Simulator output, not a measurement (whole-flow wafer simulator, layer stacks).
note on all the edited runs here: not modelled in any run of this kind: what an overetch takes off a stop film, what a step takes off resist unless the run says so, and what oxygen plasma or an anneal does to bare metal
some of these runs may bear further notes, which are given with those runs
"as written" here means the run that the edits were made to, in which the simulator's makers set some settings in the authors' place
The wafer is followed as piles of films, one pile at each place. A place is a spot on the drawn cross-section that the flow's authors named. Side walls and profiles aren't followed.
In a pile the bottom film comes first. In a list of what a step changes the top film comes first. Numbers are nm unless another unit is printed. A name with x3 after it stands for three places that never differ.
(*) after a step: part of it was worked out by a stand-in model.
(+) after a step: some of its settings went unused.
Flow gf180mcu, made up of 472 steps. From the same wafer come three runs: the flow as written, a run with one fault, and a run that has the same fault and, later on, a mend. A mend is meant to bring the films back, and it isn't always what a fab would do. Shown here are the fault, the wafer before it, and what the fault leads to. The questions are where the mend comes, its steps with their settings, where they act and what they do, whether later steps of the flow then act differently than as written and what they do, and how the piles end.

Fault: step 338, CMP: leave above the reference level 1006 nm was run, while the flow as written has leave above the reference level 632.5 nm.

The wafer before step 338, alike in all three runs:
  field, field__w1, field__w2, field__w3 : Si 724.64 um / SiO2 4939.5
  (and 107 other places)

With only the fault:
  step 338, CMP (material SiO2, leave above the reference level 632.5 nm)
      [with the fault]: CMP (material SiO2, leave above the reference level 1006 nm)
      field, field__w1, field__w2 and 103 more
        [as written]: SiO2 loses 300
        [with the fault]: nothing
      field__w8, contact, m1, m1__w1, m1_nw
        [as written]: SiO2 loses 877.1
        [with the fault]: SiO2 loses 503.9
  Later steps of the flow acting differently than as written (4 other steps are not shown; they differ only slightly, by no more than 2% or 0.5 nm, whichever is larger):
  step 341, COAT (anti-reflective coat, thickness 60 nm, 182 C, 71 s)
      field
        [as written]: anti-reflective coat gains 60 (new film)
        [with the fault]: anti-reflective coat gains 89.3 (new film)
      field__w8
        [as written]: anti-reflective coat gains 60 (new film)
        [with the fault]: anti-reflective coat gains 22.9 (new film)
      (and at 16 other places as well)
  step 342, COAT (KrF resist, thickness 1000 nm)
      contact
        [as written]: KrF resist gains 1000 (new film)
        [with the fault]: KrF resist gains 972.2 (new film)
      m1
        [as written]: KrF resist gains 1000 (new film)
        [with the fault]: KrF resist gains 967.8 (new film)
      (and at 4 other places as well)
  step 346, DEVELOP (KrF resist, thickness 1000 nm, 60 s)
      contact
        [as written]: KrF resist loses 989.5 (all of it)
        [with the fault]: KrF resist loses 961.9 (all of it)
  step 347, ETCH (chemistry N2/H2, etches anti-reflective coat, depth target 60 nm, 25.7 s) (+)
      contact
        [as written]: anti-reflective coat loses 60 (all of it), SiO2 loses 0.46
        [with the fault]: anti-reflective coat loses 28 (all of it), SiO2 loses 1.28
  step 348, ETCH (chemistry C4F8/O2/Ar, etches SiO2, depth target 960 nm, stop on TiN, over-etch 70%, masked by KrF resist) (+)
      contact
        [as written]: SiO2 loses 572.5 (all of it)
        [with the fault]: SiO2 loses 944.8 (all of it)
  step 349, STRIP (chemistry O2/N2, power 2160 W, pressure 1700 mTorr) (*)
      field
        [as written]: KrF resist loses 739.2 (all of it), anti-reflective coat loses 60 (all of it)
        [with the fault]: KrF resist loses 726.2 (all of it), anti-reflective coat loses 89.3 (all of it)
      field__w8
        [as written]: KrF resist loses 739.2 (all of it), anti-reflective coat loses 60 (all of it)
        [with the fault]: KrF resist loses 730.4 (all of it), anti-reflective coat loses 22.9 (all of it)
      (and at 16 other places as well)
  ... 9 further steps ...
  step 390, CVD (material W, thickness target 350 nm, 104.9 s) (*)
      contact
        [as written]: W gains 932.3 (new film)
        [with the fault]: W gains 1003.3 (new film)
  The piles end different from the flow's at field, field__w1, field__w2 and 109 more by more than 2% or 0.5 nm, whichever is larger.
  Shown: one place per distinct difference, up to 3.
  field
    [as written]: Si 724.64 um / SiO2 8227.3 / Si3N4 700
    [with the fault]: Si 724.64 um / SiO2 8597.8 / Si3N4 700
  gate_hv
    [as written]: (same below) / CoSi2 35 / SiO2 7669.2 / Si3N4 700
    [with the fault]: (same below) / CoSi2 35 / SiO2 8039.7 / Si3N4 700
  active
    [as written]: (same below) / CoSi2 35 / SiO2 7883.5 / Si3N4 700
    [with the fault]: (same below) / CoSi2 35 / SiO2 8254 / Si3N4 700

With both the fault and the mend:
  The mend follows step 338.
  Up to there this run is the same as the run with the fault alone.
  step 338a, CMP (material SiO2, leave above the reference level 632.5 nm) (a further turn of the flow's step 338)
      field, field__w1, field__w2 and 103 more
        SiO2 loses 300
      field__w8, contact, m1, m1__w1, m1_nw
        SiO2 loses 373.2
  Every later step of the flow that is run acts as written at every place that is followed.
  At every place that both follow, the piles at the end match the flow's.
